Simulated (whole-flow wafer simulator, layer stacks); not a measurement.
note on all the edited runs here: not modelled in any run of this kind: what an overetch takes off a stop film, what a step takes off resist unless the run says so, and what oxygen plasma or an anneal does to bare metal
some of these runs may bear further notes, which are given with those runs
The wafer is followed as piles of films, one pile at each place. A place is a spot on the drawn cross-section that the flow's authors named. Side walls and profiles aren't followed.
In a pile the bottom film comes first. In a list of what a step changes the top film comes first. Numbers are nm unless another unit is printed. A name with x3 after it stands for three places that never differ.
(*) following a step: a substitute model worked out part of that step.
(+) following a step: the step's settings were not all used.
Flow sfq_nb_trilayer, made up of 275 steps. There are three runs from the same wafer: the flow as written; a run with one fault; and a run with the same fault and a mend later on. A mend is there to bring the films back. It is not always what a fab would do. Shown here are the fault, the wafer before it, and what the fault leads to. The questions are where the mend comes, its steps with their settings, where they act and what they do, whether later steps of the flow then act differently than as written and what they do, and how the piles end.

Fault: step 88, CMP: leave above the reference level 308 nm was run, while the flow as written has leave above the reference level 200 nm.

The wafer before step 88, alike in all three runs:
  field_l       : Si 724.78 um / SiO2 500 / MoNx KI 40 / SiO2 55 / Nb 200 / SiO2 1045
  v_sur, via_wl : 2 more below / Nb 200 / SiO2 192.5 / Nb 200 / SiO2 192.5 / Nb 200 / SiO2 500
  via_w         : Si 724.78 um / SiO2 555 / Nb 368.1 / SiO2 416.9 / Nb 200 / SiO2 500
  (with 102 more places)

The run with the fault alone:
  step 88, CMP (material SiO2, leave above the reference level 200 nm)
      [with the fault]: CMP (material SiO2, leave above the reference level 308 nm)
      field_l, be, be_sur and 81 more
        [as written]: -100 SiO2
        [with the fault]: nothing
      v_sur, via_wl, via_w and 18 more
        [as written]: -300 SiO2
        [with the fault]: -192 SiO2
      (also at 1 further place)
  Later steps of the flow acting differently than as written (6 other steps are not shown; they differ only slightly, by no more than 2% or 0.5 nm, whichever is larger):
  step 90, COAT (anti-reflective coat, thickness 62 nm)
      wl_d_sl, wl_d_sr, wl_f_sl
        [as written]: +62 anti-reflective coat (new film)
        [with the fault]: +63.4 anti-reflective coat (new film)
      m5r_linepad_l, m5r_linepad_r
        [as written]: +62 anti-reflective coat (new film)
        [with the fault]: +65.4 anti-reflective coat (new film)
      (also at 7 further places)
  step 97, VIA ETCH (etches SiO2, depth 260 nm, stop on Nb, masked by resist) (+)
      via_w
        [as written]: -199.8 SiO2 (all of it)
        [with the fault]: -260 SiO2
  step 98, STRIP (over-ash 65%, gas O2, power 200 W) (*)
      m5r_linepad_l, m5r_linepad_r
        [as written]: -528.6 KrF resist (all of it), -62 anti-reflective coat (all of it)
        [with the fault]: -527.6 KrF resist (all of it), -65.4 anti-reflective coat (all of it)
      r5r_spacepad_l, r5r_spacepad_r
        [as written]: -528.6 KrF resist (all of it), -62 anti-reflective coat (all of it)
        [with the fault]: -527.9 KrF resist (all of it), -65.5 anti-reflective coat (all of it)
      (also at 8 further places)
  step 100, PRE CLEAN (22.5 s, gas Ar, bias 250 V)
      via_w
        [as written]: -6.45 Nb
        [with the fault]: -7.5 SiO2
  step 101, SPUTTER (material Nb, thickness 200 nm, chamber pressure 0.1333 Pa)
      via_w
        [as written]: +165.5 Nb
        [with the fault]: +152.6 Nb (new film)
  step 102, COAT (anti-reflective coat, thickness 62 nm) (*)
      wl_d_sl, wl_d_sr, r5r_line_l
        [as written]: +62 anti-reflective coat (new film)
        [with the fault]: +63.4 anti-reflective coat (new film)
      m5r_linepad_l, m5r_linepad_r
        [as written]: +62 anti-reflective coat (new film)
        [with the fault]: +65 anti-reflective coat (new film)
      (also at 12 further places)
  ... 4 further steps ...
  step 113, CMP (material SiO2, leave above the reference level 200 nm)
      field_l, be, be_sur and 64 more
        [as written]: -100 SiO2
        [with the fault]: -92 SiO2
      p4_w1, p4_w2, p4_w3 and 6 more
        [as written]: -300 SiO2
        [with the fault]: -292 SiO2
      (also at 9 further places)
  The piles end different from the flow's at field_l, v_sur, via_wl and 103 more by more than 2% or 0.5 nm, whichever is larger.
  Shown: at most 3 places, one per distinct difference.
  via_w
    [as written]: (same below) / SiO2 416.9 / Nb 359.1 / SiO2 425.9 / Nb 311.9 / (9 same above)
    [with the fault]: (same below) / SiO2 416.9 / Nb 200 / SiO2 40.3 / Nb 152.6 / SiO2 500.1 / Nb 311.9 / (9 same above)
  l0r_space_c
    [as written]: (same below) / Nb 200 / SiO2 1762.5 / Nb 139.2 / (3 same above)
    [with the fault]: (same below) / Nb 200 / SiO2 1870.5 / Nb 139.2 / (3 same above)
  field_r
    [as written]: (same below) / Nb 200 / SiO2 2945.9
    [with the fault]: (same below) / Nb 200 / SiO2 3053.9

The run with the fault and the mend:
  The mend follows step 89.
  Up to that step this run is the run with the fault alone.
  step 89a, CMP (material SiO2, leave above the reference level 200 nm) (a further turn of the flow's step 88)
      field_l, be, be_sur and 81 more
        -100 SiO2
      v_sur, via_wl, via_w and 19 more
        -108 SiO2
  None of the later steps of the flow acts differently than as written at any place that is followed.
  By the end, the piles equal the flow's at every place that both follow.
